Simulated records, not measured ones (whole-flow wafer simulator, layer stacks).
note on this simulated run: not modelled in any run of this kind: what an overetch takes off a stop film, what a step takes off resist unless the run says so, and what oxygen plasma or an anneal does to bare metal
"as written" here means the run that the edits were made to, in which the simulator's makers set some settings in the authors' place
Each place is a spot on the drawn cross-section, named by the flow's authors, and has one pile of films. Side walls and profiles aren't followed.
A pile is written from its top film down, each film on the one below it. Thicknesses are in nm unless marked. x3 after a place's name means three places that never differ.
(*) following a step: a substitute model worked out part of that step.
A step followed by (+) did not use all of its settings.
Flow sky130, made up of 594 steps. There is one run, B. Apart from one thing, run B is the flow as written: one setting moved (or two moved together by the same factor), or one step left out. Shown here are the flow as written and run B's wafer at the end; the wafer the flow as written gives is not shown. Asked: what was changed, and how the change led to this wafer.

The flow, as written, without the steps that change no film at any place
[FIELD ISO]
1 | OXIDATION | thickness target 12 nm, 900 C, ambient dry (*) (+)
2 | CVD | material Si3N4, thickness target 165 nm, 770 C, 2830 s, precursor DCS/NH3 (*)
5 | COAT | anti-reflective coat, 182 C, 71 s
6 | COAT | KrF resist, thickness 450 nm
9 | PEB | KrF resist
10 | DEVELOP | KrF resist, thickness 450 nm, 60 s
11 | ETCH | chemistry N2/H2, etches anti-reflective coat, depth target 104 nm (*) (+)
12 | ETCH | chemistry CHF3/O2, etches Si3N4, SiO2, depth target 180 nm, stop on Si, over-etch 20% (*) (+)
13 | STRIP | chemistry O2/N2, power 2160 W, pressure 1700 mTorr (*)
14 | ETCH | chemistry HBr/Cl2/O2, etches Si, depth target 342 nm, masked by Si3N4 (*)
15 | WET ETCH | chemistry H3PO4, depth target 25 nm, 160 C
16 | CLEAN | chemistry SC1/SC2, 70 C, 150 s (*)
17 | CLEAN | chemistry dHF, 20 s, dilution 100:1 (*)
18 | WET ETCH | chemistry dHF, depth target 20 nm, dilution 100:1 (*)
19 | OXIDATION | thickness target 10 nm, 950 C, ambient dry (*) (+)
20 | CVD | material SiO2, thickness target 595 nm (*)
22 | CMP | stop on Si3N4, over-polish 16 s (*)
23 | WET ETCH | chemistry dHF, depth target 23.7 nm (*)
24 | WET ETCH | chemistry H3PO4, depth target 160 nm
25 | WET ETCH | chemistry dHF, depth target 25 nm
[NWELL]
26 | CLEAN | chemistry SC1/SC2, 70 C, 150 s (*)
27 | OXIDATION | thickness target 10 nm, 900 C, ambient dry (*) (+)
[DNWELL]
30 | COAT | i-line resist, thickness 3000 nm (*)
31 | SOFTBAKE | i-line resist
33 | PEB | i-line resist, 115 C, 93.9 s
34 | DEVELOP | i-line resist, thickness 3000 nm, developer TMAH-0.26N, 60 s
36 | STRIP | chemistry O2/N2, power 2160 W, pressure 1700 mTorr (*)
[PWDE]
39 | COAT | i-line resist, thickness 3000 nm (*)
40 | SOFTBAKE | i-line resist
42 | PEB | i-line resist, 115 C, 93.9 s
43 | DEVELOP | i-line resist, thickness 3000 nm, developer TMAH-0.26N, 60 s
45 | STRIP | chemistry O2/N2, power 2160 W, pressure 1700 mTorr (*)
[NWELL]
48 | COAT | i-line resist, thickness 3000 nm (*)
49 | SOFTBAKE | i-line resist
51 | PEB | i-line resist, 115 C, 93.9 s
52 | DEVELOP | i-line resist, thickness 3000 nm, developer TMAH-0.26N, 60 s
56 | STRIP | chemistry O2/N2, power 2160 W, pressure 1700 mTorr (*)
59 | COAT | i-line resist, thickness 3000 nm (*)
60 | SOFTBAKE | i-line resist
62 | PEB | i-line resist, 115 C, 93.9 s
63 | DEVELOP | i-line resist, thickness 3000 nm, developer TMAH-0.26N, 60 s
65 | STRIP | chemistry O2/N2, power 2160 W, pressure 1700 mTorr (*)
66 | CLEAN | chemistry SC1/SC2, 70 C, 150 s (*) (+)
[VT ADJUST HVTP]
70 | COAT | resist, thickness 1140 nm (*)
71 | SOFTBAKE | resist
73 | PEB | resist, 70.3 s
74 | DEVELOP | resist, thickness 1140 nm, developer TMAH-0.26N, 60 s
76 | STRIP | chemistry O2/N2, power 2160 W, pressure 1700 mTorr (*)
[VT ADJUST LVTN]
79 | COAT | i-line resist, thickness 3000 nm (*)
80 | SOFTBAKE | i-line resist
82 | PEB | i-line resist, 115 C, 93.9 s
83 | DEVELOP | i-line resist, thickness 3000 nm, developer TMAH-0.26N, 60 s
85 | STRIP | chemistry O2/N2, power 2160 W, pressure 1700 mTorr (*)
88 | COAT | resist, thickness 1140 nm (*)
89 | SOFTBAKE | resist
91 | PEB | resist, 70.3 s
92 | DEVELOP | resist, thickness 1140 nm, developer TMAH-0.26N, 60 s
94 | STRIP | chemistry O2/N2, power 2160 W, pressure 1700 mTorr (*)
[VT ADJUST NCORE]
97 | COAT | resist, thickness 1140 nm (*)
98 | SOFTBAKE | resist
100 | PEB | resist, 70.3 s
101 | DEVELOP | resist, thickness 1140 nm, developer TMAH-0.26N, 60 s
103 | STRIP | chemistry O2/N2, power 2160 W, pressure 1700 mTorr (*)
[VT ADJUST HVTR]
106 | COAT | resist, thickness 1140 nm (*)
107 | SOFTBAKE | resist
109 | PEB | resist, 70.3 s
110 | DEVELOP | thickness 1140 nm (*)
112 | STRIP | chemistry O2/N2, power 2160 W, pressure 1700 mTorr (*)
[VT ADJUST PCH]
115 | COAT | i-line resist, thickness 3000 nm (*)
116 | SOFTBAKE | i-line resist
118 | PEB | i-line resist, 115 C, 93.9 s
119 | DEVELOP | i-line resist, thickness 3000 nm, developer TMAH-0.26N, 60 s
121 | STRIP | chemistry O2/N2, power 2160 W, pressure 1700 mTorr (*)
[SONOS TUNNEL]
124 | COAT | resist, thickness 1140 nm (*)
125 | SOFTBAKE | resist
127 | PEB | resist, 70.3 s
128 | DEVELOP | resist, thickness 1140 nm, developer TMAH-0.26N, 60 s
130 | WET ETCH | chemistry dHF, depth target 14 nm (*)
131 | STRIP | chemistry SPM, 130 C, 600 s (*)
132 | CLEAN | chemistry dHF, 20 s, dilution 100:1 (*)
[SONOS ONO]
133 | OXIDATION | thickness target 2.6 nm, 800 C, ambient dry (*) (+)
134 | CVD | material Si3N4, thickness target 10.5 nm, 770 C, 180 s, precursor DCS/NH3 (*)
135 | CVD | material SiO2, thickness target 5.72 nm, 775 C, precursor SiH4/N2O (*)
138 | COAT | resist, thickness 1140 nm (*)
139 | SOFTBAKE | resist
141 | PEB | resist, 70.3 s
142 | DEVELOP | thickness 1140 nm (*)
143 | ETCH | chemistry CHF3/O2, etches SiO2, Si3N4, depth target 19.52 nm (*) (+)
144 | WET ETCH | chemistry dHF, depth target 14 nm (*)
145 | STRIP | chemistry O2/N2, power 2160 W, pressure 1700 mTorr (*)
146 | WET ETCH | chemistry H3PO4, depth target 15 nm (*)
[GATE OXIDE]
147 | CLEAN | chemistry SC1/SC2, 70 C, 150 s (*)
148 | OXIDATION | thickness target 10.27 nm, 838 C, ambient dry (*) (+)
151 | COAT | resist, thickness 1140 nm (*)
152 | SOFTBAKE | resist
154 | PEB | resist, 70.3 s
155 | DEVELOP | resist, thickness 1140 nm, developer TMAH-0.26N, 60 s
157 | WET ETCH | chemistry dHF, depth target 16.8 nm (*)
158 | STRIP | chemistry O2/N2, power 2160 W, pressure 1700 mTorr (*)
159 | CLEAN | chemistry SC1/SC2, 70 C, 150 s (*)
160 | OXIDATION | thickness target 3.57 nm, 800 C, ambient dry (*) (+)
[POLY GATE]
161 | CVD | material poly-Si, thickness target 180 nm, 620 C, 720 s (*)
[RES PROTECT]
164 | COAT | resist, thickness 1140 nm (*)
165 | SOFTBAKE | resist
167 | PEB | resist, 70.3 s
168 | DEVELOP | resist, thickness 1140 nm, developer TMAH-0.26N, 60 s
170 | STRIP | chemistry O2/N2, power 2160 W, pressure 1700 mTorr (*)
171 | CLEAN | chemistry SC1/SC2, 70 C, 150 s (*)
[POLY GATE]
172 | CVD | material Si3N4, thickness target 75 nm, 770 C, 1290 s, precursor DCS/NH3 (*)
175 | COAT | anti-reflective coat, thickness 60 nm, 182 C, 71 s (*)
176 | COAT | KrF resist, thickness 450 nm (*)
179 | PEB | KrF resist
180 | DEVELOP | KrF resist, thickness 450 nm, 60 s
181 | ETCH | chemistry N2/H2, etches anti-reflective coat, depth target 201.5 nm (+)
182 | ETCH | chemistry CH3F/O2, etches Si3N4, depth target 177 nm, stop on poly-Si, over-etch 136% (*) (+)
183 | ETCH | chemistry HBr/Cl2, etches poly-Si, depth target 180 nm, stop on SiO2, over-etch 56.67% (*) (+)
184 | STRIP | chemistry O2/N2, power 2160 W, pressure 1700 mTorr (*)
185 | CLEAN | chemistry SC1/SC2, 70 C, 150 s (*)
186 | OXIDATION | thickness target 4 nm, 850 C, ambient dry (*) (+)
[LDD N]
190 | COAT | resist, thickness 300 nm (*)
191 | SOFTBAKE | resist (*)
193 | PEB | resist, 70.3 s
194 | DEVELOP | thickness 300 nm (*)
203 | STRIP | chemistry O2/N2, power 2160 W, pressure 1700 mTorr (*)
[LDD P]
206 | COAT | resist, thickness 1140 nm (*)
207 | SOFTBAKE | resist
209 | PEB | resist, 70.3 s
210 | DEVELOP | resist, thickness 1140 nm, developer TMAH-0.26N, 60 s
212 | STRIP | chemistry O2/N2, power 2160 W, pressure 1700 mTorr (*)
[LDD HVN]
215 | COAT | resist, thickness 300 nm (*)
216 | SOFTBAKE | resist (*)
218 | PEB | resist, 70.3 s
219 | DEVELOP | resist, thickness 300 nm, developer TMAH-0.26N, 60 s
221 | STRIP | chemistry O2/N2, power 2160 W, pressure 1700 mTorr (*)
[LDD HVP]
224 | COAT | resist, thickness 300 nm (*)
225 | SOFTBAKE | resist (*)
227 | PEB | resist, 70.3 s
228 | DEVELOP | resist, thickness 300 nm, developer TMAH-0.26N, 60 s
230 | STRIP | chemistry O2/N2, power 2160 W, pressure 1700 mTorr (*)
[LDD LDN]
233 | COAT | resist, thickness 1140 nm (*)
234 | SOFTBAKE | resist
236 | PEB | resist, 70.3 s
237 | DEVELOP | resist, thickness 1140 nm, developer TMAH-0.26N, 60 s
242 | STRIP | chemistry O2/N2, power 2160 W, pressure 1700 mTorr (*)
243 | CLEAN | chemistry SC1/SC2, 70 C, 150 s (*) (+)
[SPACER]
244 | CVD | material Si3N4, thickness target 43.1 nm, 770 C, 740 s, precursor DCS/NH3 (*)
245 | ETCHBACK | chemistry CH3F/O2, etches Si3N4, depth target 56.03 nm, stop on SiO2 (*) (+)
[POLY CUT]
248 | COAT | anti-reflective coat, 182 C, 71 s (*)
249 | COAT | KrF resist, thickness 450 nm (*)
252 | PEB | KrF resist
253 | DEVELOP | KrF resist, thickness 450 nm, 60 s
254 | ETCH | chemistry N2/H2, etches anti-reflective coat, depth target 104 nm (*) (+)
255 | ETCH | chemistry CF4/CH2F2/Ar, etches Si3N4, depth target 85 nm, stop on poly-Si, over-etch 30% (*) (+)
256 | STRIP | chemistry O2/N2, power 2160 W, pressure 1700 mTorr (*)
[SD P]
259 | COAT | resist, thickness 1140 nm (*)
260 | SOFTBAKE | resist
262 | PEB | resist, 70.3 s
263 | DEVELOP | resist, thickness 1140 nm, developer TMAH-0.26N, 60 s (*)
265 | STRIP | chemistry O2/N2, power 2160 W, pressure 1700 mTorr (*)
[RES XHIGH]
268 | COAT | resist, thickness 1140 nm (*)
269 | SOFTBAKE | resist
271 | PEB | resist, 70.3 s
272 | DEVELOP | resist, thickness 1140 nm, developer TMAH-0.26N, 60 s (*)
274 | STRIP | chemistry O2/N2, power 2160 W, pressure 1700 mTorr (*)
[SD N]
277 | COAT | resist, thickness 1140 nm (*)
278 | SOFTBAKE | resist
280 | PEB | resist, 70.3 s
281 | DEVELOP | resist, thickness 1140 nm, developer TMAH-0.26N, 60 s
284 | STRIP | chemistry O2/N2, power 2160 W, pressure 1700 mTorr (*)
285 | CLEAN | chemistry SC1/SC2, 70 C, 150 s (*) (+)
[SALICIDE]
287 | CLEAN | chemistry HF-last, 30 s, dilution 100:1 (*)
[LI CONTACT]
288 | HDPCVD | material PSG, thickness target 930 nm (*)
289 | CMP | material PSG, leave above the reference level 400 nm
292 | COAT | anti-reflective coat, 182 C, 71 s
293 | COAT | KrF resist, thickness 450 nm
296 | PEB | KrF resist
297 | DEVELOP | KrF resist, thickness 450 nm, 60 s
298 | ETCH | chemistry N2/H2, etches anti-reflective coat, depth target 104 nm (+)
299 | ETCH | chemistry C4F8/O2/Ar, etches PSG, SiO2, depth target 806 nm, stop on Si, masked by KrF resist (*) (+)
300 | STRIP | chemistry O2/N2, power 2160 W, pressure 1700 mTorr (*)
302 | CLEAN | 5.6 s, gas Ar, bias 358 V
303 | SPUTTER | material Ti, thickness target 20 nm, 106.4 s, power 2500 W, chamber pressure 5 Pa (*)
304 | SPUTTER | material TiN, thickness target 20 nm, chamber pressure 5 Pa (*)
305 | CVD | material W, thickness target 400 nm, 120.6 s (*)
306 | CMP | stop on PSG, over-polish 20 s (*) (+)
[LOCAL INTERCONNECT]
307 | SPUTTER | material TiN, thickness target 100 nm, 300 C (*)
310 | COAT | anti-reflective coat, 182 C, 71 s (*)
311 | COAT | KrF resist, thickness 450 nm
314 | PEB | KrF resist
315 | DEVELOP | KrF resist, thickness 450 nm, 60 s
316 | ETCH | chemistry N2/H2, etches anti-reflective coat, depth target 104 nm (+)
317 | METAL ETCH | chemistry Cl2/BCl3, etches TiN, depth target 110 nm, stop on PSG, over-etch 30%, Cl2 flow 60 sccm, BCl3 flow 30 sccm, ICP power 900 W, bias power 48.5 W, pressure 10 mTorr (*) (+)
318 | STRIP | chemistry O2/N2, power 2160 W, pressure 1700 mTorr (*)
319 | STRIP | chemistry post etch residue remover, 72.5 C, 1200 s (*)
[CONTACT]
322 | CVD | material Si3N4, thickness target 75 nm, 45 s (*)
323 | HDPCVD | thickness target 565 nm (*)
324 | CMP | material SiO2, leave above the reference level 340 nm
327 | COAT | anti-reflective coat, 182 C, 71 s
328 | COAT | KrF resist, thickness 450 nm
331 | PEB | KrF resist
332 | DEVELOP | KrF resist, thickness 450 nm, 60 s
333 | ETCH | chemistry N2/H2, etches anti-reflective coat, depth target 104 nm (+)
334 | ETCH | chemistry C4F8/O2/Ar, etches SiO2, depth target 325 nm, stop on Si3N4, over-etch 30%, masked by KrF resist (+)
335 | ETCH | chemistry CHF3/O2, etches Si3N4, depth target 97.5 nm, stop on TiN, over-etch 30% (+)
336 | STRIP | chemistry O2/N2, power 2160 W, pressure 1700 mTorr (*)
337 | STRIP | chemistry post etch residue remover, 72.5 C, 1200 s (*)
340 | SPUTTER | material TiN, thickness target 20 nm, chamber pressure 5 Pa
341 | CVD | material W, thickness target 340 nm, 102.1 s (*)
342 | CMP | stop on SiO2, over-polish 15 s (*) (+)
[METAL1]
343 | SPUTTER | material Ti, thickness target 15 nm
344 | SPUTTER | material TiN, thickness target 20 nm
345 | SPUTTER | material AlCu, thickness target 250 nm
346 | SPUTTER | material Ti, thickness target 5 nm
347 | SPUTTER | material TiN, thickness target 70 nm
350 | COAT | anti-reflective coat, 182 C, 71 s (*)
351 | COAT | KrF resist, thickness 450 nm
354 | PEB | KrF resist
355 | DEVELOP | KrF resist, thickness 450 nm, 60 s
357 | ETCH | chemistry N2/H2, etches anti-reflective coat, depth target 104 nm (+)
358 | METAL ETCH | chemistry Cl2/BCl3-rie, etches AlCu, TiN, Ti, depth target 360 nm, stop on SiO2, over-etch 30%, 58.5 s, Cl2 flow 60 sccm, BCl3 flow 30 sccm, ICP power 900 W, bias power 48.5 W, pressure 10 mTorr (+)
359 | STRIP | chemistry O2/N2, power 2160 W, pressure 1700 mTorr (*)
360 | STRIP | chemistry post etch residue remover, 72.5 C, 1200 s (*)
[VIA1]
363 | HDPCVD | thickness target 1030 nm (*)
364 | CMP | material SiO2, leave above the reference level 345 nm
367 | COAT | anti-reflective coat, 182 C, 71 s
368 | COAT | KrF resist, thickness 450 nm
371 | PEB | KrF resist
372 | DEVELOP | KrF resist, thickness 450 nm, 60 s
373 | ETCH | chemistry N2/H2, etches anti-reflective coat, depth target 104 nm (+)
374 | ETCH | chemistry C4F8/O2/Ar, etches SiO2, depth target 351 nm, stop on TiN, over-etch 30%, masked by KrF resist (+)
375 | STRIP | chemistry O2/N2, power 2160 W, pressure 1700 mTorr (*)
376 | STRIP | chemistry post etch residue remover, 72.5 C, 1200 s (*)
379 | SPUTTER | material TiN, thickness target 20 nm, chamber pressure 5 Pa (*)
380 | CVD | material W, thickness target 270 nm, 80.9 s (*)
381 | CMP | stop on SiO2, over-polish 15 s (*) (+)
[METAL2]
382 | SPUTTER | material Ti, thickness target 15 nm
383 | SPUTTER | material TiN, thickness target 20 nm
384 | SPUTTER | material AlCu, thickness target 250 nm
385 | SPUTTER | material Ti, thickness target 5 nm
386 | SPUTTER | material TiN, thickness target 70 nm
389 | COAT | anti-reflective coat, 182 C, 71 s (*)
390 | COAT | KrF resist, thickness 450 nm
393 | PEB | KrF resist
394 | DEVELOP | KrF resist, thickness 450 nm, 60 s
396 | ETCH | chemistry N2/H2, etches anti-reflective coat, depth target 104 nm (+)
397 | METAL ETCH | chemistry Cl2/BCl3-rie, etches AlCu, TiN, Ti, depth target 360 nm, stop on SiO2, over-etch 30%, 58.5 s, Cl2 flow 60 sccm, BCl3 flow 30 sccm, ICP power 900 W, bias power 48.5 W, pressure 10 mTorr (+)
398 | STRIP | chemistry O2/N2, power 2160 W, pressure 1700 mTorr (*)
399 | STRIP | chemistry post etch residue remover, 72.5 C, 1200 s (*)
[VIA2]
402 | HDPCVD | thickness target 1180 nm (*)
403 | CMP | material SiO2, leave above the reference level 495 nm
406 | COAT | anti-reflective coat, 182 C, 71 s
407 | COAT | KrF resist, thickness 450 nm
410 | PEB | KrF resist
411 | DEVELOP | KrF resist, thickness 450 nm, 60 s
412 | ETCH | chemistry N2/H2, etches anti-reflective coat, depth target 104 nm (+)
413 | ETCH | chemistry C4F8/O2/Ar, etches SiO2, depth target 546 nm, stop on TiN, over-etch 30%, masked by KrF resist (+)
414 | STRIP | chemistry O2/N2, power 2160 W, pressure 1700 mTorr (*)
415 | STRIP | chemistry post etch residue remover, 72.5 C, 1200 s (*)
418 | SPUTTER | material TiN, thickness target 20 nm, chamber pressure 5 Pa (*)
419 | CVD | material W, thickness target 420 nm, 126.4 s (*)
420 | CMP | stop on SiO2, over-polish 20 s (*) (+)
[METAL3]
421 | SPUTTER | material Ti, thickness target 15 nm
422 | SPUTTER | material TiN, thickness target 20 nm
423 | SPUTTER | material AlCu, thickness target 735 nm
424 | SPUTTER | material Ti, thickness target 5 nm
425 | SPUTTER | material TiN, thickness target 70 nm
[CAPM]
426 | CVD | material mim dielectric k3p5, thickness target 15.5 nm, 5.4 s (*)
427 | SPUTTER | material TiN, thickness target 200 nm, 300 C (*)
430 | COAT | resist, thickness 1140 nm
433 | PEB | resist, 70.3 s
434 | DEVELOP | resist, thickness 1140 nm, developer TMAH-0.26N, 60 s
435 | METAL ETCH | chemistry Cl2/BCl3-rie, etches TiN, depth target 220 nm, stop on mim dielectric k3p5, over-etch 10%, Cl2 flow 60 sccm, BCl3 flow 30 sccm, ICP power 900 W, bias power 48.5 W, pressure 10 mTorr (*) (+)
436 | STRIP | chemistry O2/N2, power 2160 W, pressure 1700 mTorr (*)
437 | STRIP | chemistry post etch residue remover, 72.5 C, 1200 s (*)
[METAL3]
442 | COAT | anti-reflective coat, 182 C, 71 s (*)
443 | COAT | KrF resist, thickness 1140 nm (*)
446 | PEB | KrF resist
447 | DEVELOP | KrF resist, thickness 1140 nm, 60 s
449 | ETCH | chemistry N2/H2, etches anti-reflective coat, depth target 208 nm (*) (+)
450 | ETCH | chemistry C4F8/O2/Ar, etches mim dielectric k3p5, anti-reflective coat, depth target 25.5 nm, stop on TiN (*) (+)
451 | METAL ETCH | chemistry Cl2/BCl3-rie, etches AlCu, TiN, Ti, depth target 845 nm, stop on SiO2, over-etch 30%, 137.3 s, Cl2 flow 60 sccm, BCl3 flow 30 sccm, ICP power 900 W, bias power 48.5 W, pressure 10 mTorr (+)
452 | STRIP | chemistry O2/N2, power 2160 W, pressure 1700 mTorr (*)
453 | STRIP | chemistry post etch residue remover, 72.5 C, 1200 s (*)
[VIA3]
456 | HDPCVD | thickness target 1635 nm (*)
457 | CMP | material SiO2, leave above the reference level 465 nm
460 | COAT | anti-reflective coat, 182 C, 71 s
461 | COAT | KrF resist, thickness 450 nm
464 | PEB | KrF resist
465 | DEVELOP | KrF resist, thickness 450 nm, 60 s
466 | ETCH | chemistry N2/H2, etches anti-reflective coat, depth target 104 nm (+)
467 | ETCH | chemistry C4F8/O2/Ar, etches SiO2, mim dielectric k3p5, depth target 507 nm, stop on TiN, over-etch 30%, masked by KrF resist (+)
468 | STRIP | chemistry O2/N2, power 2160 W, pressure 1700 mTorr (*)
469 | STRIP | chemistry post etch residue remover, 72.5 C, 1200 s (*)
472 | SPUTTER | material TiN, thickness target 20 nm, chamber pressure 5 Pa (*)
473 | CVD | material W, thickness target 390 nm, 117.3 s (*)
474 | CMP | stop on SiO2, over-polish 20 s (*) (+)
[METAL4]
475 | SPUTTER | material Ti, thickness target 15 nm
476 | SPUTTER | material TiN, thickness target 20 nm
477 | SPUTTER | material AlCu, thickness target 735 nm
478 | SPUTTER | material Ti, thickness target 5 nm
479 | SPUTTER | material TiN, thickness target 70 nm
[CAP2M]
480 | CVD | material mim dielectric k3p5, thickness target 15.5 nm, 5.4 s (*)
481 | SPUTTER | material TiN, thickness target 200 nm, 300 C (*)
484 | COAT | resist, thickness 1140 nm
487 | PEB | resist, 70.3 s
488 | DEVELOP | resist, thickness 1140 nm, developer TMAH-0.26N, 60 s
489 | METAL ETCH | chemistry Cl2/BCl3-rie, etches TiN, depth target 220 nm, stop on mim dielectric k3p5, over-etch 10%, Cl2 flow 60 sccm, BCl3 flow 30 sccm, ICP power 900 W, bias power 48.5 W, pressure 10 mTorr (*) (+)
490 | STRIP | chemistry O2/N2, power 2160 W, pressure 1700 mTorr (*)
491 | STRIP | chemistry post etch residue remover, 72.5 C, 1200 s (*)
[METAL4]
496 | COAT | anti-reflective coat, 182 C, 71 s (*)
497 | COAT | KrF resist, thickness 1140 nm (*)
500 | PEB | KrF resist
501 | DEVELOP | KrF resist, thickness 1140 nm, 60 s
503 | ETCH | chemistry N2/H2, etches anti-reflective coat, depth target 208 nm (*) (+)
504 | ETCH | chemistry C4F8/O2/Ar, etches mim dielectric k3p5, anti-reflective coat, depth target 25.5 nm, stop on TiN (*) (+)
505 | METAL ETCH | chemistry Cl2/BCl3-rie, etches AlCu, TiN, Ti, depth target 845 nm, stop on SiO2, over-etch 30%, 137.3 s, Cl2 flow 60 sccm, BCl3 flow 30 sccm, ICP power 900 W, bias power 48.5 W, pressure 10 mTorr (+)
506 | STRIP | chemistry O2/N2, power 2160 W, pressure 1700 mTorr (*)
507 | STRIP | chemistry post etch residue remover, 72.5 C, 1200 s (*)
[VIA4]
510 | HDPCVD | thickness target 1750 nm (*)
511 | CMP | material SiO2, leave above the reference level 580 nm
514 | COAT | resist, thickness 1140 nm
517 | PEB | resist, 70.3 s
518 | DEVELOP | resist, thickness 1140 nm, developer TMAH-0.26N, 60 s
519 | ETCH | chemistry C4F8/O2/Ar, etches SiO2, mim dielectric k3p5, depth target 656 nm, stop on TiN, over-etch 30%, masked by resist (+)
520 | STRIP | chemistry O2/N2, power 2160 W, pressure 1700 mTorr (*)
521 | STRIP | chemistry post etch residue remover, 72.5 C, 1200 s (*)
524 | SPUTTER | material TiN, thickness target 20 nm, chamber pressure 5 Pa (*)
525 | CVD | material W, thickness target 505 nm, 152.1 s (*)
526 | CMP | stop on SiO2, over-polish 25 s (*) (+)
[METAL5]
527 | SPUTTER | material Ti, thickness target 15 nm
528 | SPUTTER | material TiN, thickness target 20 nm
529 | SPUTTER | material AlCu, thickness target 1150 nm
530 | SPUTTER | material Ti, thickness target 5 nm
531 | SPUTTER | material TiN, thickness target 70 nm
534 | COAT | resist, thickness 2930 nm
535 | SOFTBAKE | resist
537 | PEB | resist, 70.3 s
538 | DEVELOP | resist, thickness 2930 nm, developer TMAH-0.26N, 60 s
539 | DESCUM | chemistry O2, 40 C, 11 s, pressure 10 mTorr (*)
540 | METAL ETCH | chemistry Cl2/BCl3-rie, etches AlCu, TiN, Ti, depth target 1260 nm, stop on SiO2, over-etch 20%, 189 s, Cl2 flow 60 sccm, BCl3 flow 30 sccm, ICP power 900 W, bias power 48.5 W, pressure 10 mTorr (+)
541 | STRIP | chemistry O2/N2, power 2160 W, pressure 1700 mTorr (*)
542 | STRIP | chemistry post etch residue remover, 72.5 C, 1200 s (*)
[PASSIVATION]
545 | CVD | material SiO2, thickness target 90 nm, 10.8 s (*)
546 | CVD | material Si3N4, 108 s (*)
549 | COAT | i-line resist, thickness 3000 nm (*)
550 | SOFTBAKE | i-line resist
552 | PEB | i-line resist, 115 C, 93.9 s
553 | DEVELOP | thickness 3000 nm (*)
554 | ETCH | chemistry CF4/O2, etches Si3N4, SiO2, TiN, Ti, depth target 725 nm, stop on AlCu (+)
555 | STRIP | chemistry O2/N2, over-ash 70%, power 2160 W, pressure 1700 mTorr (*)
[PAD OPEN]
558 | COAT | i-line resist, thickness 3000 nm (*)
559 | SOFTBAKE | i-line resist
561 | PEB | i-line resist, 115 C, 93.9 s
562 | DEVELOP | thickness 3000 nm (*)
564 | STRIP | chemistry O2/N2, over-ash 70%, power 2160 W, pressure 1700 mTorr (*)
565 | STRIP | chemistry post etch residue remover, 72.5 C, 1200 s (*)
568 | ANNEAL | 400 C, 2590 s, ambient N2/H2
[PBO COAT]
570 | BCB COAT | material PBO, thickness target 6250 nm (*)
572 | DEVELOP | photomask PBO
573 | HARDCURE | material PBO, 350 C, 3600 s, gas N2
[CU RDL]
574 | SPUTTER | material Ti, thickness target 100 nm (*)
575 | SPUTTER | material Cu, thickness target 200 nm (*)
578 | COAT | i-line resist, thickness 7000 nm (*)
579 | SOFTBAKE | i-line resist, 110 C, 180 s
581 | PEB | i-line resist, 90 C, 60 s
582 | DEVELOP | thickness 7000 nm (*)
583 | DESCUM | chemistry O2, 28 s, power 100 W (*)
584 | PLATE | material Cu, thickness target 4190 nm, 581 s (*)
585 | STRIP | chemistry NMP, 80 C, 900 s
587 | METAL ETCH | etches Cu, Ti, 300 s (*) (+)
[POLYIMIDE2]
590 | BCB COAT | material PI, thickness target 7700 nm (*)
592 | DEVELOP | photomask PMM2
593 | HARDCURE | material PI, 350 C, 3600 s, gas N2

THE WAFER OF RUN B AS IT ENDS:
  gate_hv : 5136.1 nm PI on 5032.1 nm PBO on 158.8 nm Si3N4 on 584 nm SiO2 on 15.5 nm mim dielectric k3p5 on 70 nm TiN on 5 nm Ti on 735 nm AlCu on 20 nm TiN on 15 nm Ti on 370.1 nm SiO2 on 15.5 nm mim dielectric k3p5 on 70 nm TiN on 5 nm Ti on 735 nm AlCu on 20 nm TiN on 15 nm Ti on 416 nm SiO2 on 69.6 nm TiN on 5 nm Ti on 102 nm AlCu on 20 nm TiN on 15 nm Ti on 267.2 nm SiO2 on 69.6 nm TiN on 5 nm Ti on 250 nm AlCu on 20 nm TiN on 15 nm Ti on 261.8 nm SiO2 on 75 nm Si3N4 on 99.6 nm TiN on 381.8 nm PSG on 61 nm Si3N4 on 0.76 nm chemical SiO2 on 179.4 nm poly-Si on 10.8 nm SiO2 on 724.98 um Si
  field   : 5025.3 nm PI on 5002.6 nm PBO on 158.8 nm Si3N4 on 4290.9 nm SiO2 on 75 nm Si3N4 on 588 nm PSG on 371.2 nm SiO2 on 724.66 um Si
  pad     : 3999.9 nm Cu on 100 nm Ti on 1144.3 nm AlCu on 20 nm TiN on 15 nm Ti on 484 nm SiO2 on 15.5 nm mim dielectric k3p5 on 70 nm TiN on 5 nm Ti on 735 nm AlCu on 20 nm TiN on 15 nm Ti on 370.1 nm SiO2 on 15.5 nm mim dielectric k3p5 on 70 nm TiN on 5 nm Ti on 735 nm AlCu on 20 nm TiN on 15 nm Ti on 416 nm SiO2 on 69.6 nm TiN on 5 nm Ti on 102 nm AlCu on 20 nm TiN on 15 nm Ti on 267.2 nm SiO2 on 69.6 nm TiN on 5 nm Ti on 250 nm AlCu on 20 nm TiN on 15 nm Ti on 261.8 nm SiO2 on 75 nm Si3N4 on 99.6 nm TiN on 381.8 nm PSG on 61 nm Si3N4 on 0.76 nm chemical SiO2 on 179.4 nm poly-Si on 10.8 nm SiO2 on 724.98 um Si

What caused this: step 384, SPUTTER: thickness target 102 nm was run, whereas the flow has thickness target 250 nm.
The wafer itself shows it: gate_hv has AlCu 102, and step 384 as written asks for 250 nm.

Step by step, how the change led to this:
  384 | SPUTTER | material AlCu, thickness target 250 nm
      field, active, n_well and 188 more: AlCu gains 102 (new film) (as written it would have been: AlCu gains 250 (new film))
  397 | METAL ETCH | chemistry Cl2/BCl3-rie, etches AlCu, TiN, Ti, depth target 360 nm, stop on SiO2, over-etch 30%, 58.5 s, Cl2 flow 60 sccm, BCl3 flow 30 sccm, ICP power 900 W, bias power 48.5 W, pressure 10 mTorr (+)
      field, active, gate and 82 more: TiN loses 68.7 (all of it), Ti loses 5 (all of it), AlCu loses 102 (all of it), TiN loses 20 (all of it), Ti loses 15 (all of it), SiO2 loses 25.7 (as written it would have been: TiN loses 68.7 (all of it), Ti loses 5 (all of it), AlCu loses 250 (all of it), TiN loses 20 (all of it), Ti loses 15 (all of it), SiO2 loses 10.9)
  403 | CMP | material SiO2, leave above the reference level 495 nm
      field, active, gate and 82 more: SiO2 loses 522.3 (as written it would have been: SiO2 loses 389.1)
